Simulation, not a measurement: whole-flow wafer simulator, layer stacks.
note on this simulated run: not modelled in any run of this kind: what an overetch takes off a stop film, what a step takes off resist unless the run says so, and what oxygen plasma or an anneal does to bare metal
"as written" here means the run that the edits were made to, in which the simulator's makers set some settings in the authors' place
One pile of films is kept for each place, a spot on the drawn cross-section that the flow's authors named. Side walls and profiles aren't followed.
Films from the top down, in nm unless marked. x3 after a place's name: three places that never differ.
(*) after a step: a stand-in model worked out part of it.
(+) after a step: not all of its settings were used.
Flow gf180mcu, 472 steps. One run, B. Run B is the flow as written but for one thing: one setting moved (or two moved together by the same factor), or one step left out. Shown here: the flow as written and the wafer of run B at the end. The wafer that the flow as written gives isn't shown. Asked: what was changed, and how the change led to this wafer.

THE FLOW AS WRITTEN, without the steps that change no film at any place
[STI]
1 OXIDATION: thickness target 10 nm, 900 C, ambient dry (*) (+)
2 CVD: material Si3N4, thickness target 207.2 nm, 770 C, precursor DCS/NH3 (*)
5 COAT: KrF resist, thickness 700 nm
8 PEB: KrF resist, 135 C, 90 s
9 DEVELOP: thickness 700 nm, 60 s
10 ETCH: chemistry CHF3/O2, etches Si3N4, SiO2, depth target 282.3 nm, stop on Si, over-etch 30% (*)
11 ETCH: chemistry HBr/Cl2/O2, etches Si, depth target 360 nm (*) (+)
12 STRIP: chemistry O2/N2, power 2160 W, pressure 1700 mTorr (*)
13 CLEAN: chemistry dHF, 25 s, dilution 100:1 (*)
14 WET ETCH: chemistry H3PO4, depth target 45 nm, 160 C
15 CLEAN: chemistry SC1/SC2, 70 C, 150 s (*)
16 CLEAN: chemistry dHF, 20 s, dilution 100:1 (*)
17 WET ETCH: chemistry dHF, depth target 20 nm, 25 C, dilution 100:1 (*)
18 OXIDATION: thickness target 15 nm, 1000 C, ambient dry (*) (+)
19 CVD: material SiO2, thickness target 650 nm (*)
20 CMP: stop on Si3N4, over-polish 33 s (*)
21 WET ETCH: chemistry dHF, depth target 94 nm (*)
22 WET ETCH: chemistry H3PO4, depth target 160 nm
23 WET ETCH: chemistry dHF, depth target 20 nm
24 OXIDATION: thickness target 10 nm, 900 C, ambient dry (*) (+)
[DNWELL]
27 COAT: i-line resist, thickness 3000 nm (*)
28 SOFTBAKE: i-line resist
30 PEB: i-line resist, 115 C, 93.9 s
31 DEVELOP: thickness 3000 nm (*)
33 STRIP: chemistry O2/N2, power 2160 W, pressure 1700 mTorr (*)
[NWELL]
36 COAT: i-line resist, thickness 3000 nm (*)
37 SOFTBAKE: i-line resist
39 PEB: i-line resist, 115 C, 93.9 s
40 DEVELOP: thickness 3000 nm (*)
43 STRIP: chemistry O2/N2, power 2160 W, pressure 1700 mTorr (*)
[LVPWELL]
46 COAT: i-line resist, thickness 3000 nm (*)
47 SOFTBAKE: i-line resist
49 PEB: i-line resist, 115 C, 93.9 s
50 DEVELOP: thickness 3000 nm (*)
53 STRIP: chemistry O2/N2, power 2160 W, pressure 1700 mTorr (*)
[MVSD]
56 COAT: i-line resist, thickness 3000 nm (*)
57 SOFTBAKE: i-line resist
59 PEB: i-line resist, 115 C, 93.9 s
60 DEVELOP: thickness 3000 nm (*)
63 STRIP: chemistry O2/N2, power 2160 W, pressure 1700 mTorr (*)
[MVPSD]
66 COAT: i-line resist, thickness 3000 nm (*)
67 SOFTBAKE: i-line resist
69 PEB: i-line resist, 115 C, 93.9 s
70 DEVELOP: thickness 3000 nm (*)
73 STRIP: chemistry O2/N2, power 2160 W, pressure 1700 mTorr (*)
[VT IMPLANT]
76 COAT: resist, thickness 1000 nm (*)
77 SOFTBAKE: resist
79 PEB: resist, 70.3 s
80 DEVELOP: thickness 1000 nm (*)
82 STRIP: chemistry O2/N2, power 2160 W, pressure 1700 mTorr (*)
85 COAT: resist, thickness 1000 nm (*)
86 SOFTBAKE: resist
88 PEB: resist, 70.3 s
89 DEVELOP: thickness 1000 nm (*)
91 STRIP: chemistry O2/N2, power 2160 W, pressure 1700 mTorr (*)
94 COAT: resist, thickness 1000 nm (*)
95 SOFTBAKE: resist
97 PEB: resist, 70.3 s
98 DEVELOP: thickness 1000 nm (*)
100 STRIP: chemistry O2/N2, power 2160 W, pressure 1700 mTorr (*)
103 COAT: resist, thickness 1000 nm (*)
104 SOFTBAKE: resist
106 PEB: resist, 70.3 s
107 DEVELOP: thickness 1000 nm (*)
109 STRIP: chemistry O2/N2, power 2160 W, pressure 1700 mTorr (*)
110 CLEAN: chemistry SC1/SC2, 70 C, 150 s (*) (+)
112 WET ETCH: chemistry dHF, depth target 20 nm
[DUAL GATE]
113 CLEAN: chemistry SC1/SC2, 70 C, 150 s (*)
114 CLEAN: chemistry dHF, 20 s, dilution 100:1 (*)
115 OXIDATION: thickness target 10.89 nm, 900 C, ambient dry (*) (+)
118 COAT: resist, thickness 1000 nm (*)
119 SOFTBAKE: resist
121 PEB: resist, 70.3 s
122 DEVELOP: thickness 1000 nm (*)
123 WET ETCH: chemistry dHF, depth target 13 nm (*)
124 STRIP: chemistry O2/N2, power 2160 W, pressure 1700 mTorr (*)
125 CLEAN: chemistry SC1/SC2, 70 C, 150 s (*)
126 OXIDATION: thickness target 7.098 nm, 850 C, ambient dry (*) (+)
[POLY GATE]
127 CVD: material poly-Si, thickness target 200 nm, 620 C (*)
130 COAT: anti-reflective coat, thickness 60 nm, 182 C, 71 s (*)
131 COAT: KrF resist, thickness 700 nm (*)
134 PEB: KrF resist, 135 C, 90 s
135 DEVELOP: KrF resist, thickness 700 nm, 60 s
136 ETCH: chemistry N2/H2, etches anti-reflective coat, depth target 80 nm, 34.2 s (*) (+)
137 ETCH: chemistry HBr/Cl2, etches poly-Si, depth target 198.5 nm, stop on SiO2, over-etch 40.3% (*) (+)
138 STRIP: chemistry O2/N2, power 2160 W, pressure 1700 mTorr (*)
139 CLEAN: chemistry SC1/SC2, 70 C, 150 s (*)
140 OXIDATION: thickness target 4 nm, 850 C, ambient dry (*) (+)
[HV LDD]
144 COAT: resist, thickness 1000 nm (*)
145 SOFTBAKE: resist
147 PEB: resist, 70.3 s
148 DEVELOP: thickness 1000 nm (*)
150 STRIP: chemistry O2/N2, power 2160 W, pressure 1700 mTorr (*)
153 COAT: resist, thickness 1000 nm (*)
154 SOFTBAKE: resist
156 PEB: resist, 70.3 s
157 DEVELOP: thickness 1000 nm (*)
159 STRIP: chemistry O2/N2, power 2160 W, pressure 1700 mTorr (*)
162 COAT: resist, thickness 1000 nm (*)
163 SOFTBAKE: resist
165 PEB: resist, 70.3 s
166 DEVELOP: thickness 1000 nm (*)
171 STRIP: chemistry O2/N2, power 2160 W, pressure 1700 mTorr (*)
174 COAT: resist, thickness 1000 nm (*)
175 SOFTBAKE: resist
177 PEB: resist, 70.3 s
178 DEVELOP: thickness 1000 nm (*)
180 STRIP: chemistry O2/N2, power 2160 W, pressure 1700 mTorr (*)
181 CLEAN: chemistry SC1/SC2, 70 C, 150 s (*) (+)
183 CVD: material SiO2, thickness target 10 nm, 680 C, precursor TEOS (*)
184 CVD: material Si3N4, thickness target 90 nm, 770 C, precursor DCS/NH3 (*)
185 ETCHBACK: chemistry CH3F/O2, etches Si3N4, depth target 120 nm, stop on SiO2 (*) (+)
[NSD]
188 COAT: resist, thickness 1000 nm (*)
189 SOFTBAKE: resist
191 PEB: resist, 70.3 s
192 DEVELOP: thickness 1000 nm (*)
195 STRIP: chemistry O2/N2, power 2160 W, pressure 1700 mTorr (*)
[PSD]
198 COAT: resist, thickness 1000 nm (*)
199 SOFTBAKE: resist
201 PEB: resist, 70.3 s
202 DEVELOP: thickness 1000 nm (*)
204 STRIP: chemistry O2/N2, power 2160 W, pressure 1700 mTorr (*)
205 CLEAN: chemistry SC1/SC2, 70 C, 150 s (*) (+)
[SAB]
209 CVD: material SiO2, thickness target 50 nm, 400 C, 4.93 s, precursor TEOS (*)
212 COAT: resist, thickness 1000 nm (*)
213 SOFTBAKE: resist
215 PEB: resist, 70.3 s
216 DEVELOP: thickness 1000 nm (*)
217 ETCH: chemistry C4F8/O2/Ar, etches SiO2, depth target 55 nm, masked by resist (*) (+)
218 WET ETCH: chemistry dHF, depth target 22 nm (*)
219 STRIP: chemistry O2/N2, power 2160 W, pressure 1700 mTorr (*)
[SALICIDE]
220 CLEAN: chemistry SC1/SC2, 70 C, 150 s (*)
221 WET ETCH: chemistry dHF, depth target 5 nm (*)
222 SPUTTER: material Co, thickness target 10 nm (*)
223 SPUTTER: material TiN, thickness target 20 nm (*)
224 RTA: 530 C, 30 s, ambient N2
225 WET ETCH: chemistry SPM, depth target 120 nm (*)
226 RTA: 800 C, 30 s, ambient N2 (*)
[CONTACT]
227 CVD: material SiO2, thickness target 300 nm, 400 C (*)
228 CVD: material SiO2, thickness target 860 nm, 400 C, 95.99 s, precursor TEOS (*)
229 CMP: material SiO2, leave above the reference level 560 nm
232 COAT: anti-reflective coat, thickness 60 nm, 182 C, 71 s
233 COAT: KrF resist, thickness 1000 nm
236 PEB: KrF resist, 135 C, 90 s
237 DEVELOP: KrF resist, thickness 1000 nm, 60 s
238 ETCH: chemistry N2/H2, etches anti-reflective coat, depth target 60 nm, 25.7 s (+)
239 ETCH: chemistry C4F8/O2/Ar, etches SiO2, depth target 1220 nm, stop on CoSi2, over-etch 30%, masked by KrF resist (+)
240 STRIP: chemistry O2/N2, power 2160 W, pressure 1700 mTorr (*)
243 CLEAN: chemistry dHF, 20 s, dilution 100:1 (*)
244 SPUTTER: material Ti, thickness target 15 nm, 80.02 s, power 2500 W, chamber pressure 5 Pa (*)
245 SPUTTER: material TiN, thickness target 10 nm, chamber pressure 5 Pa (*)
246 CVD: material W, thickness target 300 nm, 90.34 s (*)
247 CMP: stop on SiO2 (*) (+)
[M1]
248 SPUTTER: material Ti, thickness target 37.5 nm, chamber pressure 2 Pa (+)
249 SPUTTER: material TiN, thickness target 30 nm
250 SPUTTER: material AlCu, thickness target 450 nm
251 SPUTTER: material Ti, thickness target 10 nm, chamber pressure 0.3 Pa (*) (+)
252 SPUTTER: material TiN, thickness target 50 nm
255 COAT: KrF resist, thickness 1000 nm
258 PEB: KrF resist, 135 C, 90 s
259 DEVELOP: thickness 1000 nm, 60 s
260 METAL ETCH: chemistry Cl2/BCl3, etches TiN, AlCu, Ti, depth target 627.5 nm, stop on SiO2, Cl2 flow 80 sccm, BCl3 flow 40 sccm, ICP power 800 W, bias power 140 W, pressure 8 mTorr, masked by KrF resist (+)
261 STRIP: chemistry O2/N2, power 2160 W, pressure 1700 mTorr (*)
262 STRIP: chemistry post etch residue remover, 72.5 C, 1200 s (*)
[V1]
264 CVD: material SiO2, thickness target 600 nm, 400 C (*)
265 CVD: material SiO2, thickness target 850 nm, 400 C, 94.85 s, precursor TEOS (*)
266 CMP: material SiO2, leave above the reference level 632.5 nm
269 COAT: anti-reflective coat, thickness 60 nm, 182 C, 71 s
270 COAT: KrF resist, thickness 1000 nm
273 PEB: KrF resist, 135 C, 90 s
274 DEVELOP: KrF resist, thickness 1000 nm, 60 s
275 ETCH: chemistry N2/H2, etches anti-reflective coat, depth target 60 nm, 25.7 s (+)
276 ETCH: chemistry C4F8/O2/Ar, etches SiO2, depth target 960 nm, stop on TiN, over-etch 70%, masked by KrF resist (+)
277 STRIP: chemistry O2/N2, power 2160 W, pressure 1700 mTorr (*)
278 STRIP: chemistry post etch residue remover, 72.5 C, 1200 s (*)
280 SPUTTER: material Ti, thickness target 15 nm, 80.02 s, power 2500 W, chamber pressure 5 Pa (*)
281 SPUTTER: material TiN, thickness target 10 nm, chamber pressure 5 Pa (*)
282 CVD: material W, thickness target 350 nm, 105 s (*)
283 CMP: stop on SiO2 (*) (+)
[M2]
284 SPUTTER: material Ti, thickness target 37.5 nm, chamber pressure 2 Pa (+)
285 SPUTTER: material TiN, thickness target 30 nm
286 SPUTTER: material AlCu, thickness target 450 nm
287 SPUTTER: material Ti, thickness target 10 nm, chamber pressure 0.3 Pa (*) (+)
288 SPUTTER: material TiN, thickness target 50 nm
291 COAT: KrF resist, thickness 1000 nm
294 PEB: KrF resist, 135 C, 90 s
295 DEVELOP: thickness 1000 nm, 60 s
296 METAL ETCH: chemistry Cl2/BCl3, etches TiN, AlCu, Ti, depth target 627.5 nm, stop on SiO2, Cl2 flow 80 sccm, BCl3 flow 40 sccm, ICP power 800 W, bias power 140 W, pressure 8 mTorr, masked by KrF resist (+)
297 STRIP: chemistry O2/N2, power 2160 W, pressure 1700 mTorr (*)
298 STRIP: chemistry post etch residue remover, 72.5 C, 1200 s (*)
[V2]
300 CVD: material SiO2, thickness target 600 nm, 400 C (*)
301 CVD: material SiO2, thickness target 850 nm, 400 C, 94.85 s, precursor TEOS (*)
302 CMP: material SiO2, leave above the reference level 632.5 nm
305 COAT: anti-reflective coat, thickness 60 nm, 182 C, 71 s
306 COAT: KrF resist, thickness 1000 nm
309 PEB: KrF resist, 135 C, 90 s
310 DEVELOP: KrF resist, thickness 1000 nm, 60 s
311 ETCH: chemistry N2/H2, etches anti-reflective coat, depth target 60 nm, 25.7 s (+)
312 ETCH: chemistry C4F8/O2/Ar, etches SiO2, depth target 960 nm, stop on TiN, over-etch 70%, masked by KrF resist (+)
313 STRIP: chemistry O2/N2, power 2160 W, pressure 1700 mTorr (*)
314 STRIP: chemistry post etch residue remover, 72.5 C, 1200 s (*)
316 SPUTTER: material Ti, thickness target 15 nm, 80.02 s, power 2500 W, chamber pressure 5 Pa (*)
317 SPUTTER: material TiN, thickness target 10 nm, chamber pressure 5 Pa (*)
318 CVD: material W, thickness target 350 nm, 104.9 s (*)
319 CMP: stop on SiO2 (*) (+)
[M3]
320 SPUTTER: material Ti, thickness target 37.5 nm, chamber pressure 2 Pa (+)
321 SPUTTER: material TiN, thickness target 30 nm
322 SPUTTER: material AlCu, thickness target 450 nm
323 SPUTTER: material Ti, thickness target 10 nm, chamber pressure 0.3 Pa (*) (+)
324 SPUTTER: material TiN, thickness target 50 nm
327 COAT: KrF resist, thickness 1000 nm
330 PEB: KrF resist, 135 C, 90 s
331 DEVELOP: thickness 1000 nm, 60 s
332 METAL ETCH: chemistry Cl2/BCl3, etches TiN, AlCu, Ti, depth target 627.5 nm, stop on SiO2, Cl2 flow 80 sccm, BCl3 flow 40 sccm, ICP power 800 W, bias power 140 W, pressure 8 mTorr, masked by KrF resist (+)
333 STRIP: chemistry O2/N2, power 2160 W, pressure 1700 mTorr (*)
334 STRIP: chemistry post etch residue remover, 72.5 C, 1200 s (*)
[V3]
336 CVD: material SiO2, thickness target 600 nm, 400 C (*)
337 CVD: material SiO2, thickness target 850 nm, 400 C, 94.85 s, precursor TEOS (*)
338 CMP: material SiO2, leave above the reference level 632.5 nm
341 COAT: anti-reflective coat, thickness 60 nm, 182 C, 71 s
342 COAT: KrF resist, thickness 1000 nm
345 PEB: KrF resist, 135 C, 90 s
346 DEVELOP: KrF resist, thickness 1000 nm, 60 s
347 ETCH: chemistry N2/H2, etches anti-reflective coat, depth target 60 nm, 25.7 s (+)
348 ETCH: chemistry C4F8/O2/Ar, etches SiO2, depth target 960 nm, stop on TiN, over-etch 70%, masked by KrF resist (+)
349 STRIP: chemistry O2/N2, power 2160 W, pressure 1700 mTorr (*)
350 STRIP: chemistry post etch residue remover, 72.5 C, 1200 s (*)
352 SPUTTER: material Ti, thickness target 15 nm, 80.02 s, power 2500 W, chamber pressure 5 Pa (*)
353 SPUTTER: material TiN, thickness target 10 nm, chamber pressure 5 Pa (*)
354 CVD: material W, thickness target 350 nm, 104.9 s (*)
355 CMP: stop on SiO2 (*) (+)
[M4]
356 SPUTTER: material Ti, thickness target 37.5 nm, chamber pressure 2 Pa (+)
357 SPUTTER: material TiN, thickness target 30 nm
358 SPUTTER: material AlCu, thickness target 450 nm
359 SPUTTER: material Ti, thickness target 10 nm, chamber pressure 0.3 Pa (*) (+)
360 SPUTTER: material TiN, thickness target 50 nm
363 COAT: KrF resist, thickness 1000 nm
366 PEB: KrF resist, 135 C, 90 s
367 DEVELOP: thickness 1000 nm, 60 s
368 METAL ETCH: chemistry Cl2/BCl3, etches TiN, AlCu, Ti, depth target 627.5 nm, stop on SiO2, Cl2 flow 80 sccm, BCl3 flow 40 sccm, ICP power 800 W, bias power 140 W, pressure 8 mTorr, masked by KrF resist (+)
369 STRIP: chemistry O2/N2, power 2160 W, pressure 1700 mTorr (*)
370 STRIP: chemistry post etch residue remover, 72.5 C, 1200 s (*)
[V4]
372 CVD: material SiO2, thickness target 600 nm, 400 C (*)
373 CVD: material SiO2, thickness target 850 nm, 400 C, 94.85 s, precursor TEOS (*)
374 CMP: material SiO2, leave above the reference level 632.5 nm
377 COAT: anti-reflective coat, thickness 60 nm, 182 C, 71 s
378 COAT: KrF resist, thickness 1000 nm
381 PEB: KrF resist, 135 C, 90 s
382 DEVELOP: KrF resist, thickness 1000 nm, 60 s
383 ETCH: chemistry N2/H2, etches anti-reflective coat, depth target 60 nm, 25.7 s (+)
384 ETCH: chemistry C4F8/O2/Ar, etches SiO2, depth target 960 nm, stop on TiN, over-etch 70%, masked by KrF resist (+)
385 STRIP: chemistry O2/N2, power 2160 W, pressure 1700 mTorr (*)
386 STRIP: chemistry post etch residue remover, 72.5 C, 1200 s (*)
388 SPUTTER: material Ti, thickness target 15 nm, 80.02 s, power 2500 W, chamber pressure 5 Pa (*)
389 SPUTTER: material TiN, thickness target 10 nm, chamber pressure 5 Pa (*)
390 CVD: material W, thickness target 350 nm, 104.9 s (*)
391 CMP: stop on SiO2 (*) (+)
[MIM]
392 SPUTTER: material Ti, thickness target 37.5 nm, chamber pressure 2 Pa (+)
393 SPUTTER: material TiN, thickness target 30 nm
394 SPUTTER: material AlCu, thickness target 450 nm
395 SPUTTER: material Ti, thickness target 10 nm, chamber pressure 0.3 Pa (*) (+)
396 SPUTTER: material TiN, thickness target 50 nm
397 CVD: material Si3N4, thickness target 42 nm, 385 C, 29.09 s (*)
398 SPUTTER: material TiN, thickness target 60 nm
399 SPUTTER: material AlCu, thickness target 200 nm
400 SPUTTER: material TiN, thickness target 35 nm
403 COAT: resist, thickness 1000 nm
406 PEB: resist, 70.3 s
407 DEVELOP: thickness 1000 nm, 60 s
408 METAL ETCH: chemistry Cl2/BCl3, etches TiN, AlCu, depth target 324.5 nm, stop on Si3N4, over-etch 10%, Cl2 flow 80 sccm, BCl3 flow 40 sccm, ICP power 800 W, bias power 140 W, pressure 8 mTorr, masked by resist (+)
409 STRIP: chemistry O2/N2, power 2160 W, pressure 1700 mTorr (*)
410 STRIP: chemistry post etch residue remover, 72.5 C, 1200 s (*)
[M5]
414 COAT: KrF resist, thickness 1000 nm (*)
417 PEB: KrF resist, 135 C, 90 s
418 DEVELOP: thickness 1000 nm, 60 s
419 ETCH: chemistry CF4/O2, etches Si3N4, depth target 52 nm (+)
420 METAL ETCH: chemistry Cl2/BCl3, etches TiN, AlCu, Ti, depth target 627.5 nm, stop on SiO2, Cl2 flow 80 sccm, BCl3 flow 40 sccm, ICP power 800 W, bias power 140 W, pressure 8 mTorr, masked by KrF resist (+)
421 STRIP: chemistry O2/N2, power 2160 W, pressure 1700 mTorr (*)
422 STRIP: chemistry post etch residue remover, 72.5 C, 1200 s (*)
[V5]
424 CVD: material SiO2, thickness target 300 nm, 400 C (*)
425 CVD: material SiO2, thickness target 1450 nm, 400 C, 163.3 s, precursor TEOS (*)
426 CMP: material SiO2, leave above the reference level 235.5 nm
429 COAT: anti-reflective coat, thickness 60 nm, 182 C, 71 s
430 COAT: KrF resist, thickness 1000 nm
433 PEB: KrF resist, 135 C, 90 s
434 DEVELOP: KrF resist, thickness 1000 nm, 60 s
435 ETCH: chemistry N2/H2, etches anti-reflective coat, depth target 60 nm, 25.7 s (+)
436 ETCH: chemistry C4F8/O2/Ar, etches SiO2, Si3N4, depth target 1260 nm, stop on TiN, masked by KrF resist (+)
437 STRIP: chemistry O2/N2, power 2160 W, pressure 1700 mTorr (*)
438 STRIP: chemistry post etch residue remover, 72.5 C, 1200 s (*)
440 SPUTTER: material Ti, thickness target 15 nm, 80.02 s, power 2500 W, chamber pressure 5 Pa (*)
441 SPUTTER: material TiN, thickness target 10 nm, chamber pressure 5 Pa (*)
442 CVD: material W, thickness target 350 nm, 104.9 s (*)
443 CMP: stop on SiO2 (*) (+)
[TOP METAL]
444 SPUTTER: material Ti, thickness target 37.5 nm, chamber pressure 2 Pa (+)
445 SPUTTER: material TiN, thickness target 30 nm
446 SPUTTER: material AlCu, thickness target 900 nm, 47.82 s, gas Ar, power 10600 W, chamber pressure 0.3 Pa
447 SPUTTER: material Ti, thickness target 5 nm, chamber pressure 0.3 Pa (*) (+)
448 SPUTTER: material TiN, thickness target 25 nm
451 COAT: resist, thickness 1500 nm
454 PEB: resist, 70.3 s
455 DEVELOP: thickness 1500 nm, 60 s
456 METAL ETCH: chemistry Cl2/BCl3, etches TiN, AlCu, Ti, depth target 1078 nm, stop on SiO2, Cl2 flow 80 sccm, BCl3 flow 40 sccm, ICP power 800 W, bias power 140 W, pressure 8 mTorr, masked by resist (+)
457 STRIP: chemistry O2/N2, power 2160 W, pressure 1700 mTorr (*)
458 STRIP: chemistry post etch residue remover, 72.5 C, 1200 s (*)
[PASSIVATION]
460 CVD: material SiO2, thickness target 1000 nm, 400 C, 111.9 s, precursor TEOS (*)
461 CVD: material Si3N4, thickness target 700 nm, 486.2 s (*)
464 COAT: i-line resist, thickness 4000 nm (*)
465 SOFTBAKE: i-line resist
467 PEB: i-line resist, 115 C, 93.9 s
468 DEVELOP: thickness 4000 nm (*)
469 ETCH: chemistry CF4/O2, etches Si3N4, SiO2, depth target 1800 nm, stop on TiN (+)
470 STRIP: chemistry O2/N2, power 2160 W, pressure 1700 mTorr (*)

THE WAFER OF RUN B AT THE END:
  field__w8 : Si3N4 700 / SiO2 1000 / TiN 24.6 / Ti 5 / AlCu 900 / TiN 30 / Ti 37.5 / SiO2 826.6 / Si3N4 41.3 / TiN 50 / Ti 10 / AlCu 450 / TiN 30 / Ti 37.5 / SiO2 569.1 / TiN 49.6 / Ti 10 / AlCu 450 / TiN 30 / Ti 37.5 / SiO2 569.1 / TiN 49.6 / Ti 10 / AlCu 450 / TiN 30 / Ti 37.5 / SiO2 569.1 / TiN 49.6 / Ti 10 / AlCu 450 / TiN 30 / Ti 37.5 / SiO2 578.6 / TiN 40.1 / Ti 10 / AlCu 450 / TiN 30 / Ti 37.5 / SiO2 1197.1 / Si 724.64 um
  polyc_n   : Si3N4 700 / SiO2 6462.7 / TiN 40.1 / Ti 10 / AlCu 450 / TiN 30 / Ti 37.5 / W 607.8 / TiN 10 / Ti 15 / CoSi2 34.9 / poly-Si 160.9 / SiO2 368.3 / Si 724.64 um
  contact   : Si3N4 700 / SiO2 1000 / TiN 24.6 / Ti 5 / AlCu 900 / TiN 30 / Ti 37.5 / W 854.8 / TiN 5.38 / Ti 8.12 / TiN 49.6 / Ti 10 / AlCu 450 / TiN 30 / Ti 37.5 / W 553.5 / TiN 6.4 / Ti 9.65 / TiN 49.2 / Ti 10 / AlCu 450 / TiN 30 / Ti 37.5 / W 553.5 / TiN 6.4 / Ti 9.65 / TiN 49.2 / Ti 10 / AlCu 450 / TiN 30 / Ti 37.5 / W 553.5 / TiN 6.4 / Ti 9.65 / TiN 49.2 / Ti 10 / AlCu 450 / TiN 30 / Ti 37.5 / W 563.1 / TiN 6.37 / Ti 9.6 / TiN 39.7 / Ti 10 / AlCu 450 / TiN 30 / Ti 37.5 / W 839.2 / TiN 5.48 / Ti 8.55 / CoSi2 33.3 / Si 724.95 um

The cause: step 252, SPUTTER: thickness target 40.5 nm was run, where the flow has thickness target 50 nm.

How the change led to this, step by step:
  252 SPUTTER: material TiN, thickness target 50 nm
      field, field__w1, field__w2 and 108 more: TiN +40.5 (new film) (as written it would be: TiN +50 (new film))
  260 METAL ETCH: chemistry Cl2/BCl3, etches TiN, AlCu, Ti, depth target 627.5 nm, stop on SiO2, Cl2 flow 80 sccm, BCl3 flow 40 sccm, ICP power 800 W, bias power 140 W, pressure 8 mTorr, masked by KrF resist (+)
      field, field__w1, field__w2 and 99 more: TiN -40.5 (all of it), Ti -10 (all of it), AlCu -450 (all of it), TiN -30 (all of it), Ti -37.5 (all of it) (as written it would be: TiN -50 (all of it), Ti -10 (all of it), AlCu -450 (all of it), TiN -30 (all of it), Ti -37.5 (all of it))
